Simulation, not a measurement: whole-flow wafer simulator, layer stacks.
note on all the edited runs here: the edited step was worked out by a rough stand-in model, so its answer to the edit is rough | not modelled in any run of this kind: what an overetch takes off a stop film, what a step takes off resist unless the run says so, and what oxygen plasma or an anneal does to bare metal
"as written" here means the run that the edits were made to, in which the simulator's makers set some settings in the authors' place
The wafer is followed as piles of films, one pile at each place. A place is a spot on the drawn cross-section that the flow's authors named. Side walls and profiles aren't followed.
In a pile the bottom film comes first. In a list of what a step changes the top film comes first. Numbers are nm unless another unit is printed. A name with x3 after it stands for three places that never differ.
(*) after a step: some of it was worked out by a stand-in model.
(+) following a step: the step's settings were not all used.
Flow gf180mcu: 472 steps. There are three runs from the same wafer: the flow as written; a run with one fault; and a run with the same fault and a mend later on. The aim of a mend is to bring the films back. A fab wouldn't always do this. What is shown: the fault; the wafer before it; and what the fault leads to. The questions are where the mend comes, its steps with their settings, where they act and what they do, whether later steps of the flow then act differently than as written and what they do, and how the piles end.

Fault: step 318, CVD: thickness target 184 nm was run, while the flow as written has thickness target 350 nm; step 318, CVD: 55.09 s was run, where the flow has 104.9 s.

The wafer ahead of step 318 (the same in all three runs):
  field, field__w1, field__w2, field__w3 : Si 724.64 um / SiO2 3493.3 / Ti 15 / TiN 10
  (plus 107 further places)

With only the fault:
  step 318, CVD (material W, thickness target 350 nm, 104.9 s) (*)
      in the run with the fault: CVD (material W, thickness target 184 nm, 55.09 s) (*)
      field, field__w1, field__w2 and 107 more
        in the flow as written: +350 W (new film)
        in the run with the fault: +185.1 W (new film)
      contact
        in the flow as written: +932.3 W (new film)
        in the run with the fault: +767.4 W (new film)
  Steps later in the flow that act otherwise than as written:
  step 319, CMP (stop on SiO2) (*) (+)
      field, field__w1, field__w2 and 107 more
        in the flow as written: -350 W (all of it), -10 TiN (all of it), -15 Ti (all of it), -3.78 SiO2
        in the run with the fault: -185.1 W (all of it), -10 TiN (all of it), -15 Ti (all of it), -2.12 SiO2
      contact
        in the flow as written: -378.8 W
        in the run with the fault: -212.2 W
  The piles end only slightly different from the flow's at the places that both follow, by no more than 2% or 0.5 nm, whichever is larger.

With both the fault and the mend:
  The mend follows step 318.
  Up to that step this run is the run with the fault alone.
  step 318a, CVD (material W, thickness target 166 nm, 49.77 s) (the flow's step 318 again, with other settings)
      field, field__w1, field__w2 and 108 more
        +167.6 W
  None of the later steps of the flow differs from how it acts as written, at any place that is followed, by more than 2% or 0.5 nm, whichever is larger.
  The piles end only slightly different from the flow's at the places that both follow, by no more than 2% or 0.5 nm, whichever is larger.
